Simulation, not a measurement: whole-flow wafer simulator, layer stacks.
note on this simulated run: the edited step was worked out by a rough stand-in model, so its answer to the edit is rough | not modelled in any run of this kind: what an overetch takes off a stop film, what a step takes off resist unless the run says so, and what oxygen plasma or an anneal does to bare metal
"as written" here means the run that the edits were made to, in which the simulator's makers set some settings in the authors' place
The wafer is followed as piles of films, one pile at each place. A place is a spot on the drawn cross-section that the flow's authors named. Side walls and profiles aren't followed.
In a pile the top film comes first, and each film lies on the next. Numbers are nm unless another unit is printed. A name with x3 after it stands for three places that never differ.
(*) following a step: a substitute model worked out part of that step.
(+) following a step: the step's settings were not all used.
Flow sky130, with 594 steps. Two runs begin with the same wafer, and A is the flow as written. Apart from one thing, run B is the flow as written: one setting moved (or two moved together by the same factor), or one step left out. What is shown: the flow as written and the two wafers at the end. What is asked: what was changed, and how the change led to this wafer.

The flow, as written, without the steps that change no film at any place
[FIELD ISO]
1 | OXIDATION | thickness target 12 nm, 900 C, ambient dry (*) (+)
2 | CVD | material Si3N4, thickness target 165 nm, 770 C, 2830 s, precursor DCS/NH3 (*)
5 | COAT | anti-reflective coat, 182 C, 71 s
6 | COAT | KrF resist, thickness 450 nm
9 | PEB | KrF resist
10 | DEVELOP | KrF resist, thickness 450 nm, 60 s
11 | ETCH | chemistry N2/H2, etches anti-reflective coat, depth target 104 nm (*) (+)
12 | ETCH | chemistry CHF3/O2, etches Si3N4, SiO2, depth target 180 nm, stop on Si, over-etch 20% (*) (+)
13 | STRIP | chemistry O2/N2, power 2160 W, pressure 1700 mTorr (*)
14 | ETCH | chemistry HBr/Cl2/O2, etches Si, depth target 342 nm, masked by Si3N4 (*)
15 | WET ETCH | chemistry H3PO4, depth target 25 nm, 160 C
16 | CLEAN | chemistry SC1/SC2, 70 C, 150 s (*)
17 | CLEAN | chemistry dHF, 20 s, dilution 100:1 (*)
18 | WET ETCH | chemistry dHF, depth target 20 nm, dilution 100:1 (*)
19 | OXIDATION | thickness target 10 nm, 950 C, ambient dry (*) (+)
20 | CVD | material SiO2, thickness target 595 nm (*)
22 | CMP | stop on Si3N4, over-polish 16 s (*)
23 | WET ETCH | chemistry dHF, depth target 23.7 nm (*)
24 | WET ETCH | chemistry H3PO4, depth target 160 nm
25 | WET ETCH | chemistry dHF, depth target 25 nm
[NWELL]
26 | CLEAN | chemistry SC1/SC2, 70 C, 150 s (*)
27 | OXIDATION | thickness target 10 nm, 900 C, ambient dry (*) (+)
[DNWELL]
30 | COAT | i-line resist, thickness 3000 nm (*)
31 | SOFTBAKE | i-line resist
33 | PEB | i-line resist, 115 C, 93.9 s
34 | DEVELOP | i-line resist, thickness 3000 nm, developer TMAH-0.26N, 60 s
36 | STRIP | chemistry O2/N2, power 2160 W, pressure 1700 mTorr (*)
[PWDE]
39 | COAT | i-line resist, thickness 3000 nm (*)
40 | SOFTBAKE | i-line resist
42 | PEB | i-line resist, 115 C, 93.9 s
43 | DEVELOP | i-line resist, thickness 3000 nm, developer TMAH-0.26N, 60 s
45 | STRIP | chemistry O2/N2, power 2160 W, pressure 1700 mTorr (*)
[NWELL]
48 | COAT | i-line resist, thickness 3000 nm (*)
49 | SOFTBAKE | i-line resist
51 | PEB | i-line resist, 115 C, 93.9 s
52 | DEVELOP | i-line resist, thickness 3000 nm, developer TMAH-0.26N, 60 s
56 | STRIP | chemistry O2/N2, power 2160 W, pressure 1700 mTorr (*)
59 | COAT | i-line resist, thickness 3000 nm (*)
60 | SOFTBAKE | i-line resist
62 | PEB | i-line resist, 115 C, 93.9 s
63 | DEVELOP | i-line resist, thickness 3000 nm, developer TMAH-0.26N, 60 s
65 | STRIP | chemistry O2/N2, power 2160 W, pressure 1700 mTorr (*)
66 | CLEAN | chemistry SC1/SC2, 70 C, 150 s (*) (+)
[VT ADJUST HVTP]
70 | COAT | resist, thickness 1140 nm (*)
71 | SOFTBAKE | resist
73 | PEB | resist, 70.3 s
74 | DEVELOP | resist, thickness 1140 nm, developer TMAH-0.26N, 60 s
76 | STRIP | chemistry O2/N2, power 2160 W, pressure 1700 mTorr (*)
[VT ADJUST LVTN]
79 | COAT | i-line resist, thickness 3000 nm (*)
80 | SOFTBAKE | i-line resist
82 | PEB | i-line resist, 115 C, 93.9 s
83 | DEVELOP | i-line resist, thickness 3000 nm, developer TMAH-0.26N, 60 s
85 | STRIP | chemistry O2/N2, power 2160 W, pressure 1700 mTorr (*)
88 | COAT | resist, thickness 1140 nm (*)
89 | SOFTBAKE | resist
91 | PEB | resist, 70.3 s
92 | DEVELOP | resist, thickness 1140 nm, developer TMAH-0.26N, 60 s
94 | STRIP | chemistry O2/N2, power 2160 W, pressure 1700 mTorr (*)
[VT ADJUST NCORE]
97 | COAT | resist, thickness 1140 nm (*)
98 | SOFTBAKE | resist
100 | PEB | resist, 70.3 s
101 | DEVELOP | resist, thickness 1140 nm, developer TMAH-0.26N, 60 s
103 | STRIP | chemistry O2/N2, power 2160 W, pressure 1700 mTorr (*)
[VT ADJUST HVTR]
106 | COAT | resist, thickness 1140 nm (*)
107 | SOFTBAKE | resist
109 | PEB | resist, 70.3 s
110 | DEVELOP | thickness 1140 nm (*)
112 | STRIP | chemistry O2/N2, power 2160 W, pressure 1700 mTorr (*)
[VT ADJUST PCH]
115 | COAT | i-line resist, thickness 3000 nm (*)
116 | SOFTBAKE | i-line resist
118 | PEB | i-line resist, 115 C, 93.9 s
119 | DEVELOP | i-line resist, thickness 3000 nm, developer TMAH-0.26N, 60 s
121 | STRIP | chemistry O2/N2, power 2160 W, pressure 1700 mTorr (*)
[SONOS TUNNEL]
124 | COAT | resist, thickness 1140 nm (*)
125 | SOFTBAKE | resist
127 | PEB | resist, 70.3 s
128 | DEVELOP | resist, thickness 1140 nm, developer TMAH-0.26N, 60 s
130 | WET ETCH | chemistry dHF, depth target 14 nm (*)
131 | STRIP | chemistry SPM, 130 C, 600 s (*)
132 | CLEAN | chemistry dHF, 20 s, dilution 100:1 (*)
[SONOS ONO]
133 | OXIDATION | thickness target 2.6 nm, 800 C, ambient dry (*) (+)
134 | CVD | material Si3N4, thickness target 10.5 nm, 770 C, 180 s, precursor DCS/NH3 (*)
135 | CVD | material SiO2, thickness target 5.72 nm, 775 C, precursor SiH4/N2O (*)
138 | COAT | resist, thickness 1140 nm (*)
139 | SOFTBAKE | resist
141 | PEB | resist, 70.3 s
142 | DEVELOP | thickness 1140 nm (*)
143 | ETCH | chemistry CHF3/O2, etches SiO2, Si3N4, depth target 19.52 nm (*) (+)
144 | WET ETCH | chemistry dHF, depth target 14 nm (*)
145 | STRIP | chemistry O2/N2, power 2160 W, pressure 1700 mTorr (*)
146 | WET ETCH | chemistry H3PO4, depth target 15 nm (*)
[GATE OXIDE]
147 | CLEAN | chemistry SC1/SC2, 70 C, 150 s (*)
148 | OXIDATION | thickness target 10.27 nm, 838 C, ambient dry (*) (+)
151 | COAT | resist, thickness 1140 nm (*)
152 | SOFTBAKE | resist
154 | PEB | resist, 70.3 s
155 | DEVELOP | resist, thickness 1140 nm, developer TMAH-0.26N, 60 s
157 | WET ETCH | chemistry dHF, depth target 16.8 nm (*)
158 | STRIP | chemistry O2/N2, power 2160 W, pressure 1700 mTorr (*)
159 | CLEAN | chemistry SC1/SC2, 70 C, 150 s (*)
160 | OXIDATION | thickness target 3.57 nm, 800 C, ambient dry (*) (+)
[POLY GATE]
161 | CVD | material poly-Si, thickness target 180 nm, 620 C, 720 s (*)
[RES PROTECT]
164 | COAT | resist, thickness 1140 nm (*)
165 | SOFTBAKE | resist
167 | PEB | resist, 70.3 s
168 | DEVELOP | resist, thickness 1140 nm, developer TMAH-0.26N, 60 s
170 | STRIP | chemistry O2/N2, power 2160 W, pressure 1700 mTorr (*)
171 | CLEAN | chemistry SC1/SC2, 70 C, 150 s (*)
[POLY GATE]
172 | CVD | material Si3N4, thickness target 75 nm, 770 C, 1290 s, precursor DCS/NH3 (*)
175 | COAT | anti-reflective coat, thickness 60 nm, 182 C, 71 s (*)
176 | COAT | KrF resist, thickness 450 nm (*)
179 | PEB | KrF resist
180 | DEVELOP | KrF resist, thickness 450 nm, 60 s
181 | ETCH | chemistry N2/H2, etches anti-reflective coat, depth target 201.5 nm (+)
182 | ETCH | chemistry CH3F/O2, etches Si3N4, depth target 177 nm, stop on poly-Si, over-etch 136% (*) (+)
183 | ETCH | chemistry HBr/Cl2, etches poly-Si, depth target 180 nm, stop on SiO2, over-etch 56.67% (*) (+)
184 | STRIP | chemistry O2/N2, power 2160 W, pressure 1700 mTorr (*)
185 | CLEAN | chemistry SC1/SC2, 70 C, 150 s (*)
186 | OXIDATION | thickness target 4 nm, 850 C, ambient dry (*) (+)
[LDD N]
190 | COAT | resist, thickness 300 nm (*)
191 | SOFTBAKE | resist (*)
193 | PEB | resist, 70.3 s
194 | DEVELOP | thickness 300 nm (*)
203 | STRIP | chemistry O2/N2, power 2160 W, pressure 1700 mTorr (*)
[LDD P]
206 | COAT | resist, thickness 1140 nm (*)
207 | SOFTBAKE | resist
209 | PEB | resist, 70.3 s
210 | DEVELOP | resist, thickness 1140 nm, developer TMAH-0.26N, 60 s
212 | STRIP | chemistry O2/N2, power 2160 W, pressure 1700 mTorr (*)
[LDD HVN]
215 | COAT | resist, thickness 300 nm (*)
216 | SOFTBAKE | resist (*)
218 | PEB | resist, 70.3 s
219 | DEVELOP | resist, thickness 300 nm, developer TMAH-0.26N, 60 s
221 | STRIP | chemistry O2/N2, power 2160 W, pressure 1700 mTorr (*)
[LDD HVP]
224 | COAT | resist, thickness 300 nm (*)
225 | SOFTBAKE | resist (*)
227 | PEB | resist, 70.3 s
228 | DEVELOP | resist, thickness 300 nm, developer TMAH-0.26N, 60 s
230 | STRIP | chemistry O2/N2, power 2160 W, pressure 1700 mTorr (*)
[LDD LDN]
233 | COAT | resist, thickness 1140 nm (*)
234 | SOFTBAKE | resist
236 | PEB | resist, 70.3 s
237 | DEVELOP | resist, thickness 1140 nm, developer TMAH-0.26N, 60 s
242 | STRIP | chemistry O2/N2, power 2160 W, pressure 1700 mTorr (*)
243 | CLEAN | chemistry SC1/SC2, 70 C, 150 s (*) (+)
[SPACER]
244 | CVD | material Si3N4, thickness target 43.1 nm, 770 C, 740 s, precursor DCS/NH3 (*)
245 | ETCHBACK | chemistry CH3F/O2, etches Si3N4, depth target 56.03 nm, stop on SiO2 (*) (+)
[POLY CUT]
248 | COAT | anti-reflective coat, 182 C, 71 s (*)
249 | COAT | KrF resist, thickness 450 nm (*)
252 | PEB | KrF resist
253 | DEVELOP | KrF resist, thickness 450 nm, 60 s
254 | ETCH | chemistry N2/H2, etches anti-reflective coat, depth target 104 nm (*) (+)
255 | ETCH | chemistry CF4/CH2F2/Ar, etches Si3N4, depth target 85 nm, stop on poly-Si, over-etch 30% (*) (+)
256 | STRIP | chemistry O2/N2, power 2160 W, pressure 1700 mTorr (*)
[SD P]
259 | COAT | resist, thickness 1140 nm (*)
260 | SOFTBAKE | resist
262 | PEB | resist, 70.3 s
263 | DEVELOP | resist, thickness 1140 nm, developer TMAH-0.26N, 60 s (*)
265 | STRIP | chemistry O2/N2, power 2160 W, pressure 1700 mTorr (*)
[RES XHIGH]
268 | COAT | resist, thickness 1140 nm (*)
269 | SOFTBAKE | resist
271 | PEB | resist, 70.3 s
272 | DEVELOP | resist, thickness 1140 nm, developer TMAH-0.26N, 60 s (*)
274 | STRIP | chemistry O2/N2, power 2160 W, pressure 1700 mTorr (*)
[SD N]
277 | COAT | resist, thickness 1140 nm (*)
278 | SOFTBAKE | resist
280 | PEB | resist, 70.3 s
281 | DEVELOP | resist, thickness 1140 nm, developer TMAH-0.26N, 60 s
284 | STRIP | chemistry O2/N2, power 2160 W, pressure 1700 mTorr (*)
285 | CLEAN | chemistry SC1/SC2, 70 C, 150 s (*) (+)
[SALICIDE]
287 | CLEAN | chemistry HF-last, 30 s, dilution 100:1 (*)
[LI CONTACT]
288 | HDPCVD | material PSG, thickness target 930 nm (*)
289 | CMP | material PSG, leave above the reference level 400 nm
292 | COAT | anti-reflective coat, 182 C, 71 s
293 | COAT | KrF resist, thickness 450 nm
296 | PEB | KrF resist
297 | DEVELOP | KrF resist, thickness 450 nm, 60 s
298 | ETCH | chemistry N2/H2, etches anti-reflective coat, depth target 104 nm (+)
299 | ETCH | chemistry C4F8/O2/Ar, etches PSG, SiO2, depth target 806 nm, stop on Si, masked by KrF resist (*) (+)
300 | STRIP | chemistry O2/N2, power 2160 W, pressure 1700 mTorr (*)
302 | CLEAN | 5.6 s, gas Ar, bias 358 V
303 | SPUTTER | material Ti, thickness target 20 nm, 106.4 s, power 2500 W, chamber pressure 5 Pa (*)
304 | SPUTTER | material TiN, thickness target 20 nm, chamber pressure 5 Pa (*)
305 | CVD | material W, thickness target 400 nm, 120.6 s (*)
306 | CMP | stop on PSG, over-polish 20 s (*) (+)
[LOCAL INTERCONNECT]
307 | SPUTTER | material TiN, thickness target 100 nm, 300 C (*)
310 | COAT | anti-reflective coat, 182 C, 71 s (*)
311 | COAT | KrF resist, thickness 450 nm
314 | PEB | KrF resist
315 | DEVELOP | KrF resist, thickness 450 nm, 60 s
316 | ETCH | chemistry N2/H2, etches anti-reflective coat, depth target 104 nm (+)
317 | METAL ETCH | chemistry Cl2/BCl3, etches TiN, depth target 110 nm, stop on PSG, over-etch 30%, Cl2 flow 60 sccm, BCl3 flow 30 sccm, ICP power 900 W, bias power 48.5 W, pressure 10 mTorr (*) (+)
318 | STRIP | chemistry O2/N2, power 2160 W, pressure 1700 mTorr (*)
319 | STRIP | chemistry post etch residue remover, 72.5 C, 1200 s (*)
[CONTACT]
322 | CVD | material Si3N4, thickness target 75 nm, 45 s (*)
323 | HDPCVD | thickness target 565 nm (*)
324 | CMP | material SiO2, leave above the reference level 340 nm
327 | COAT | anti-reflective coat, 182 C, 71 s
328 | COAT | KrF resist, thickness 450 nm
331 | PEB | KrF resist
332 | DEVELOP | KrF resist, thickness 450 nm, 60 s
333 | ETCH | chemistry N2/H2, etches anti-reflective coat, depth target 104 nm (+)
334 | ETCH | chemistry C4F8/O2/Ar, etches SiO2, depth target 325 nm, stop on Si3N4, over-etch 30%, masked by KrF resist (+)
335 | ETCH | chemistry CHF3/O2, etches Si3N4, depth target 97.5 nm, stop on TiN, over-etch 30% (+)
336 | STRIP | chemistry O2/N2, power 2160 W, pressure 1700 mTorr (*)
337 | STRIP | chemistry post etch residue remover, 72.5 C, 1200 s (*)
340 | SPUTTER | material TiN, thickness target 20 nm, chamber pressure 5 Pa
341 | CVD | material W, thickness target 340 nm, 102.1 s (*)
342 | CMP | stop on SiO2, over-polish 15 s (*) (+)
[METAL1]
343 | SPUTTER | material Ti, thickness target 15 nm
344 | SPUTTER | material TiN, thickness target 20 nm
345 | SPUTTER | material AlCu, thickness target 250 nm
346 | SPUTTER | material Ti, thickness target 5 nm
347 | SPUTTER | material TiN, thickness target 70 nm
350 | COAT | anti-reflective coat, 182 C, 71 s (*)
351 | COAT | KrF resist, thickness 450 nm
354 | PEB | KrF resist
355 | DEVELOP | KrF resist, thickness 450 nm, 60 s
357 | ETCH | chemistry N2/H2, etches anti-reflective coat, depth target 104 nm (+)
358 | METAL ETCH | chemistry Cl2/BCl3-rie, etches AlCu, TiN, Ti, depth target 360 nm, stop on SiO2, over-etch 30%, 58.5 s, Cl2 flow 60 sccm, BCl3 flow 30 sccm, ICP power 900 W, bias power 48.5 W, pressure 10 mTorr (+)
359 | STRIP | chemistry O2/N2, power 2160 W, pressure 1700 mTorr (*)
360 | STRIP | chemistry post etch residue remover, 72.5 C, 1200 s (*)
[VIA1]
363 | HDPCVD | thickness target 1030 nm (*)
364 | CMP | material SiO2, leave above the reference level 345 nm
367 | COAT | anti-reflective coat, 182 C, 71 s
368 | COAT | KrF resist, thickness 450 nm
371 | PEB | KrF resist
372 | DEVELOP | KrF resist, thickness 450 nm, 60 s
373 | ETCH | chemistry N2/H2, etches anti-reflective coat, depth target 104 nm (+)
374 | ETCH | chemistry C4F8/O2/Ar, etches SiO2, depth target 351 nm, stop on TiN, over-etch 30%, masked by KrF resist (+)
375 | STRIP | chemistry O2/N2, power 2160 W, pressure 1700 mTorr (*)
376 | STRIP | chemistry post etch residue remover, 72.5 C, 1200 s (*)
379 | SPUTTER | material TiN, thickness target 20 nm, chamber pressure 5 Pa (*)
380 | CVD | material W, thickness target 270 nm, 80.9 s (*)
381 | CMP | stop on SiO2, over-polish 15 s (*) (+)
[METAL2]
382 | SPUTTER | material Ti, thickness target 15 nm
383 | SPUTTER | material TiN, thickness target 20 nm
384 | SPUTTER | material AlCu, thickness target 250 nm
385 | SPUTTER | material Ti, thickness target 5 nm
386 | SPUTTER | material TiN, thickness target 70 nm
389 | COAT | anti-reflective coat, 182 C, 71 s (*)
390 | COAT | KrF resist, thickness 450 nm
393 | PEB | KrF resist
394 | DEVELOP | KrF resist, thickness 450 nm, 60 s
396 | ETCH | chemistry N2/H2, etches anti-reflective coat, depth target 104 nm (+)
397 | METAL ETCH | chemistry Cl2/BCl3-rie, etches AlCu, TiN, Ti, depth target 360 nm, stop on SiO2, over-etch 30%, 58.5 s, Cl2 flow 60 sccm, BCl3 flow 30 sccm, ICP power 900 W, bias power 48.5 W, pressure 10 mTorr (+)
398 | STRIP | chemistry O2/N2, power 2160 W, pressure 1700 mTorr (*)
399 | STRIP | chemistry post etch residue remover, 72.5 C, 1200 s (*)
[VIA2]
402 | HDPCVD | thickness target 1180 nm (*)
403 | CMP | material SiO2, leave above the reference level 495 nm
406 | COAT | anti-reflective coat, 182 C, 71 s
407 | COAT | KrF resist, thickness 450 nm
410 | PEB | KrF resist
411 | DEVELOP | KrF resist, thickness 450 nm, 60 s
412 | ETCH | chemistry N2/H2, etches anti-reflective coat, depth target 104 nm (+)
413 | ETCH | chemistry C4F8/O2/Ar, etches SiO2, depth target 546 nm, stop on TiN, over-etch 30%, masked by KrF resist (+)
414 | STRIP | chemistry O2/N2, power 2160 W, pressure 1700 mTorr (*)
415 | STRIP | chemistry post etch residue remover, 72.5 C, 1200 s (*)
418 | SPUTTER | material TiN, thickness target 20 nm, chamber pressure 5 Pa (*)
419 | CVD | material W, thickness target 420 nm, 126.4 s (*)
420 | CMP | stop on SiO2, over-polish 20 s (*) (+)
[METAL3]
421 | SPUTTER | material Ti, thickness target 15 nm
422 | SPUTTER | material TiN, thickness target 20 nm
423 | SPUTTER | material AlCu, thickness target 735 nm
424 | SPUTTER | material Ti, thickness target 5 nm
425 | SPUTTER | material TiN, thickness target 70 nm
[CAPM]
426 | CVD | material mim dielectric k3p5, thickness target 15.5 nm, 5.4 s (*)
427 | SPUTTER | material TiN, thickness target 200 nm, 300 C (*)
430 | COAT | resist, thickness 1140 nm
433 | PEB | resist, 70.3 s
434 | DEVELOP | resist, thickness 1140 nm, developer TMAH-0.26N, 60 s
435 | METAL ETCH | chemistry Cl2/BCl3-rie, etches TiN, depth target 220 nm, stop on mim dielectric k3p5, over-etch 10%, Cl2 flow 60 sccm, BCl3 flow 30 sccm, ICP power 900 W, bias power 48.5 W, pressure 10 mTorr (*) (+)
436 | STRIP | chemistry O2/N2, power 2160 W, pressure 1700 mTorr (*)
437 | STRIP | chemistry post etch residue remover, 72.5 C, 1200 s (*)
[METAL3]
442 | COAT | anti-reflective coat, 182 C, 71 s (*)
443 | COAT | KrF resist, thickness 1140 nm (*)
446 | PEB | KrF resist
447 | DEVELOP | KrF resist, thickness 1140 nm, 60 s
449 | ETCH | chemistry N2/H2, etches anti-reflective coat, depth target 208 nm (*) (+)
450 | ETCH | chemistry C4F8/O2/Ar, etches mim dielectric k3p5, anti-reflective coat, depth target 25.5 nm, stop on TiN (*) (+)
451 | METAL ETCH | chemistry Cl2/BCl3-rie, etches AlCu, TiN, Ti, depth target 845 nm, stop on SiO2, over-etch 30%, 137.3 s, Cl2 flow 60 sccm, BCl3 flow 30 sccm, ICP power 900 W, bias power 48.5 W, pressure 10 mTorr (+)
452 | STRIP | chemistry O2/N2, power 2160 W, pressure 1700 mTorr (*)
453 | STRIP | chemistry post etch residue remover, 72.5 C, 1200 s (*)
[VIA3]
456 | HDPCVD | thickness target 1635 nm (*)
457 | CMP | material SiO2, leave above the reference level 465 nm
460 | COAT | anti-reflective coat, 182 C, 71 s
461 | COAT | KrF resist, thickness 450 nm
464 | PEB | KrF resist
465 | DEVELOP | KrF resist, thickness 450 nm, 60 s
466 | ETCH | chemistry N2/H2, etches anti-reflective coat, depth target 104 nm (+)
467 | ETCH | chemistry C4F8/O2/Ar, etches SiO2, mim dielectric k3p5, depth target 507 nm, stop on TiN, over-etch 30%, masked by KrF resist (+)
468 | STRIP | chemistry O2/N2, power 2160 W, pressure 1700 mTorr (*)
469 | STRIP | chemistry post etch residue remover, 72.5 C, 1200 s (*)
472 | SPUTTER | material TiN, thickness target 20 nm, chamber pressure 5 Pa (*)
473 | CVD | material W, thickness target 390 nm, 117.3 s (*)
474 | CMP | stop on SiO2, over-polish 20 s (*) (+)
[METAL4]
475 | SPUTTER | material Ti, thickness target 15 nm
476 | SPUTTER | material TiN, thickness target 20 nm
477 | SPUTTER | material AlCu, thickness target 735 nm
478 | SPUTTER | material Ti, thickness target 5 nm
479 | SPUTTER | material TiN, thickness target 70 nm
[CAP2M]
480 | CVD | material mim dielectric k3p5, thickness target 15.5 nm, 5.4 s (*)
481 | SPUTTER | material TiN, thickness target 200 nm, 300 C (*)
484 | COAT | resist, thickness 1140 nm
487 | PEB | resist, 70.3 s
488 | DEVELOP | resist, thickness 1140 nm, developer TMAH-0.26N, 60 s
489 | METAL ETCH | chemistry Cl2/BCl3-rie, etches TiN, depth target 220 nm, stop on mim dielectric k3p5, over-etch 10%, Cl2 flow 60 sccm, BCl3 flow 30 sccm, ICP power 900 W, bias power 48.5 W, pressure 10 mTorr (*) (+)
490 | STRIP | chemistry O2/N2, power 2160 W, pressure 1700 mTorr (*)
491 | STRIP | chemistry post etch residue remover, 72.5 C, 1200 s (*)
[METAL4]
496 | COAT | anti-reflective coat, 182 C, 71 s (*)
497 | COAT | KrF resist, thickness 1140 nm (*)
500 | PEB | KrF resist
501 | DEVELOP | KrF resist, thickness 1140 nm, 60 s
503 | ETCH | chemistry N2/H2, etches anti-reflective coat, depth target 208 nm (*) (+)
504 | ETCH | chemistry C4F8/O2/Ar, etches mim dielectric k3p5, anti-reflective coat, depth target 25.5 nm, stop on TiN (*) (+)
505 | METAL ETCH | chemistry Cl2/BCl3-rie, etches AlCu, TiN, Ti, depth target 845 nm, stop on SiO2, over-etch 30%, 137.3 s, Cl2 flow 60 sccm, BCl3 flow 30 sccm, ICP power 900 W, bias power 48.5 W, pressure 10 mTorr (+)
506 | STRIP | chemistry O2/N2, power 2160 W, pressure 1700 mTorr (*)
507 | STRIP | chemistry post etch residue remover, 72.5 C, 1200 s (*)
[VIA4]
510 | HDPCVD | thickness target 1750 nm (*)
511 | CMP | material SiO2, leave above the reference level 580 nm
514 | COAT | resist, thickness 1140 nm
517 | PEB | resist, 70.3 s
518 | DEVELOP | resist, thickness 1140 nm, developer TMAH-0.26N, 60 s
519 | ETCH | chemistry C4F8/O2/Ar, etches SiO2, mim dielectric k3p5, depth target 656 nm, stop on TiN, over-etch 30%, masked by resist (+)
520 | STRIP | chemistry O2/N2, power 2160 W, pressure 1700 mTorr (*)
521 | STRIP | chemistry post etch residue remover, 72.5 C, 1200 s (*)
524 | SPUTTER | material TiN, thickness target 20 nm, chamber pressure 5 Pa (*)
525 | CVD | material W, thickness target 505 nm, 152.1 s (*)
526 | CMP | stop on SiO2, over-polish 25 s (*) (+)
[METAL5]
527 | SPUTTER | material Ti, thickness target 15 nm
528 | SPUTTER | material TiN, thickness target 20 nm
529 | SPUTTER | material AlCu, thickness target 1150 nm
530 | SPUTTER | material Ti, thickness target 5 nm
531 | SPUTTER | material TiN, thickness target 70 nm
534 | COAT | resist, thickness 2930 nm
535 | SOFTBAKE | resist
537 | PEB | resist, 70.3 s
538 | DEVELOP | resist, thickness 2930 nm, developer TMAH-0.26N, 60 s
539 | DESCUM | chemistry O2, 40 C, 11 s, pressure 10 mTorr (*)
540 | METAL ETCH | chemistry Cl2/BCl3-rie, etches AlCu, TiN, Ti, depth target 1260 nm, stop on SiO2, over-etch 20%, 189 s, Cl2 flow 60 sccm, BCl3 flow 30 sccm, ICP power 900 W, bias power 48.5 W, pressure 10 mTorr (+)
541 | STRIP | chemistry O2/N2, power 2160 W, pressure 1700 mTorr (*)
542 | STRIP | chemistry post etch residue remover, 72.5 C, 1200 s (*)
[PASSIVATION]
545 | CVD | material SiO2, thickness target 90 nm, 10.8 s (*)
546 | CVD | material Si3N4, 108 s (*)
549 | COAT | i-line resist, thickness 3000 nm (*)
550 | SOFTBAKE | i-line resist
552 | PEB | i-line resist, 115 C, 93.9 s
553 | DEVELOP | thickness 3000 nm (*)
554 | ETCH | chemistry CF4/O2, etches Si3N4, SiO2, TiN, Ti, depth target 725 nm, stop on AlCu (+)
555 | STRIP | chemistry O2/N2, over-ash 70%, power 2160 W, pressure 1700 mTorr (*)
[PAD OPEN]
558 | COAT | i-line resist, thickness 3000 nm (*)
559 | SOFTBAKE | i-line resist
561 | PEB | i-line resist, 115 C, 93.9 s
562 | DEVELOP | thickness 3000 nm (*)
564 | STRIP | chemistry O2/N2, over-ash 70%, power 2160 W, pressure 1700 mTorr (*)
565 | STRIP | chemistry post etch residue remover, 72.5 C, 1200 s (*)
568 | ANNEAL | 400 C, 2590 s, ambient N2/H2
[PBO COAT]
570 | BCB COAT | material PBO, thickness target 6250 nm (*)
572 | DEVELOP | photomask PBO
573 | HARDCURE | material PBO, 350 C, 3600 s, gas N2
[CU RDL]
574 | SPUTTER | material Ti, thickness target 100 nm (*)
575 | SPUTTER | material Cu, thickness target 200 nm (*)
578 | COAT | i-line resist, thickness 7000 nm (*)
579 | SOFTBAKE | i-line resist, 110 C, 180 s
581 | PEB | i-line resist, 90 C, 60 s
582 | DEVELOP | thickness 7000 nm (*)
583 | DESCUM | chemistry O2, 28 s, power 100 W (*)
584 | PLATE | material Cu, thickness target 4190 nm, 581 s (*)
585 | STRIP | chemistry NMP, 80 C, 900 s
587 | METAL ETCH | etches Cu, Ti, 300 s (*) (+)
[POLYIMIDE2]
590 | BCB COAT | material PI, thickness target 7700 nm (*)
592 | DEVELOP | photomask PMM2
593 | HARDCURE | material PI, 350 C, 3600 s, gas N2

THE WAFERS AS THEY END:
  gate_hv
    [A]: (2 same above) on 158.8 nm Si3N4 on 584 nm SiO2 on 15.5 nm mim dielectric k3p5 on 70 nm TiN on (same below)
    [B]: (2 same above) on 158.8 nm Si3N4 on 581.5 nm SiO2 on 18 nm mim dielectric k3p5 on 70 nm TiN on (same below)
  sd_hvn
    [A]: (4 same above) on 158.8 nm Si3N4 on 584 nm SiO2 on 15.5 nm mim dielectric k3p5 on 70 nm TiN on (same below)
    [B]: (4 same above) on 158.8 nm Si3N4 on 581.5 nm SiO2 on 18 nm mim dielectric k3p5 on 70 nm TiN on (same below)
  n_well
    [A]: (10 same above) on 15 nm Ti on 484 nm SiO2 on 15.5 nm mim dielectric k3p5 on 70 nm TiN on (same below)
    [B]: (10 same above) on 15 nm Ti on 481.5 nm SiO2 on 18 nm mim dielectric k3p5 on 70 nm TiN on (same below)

Cause: step 480, CVD: thickness target 18 nm was run, whereas the flow has thickness target 15.5 nm; step 480, CVD: 6.26 s was run, where the flow has 5.4 s.
The wafer itself shows it: gate_hv has mim dielectric k3p5 18, and step 480 as written asks for 15.5 nm.

The path from the change to this, step by step:
  480 | CVD | material mim dielectric k3p5, thickness target 15.5 nm, 5.4 s (*)
      field, active, n_well and 189 more: A +15.5 mim dielectric k3p5 (new film) | B +18 mim dielectric k3p5 (new film)
  504 | ETCH | chemistry C4F8/O2/Ar, etches mim dielectric k3p5, anti-reflective coat, depth target 25.5 nm, stop on TiN (*) (+)
      n_well, p_well, gate_hv and 102 more: A -15.5 KrF resist | B -17 KrF resist
      field, active, gate and 85 more: A -15.5 mim dielectric k3p5 (all of it) | B -18 mim dielectric k3p5 (all of it)
  519 | ETCH | chemistry C4F8/O2/Ar, etches SiO2, mim dielectric k3p5, depth target 656 nm, stop on TiN, over-etch 30%, masked by resist (+)
      m1: A -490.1 SiO2 (all of it), -15.5 mim dielectric k3p5 (all of it) | B -487.6 SiO2 (all of it), -18 mim dielectric k3p5 (all of it)
      via4_hole: A -489.5 SiO2 (all of it), -15.5 mim dielectric k3p5 (all of it) | B -487 SiO2 (all of it), -18 mim dielectric k3p5 (all of it)
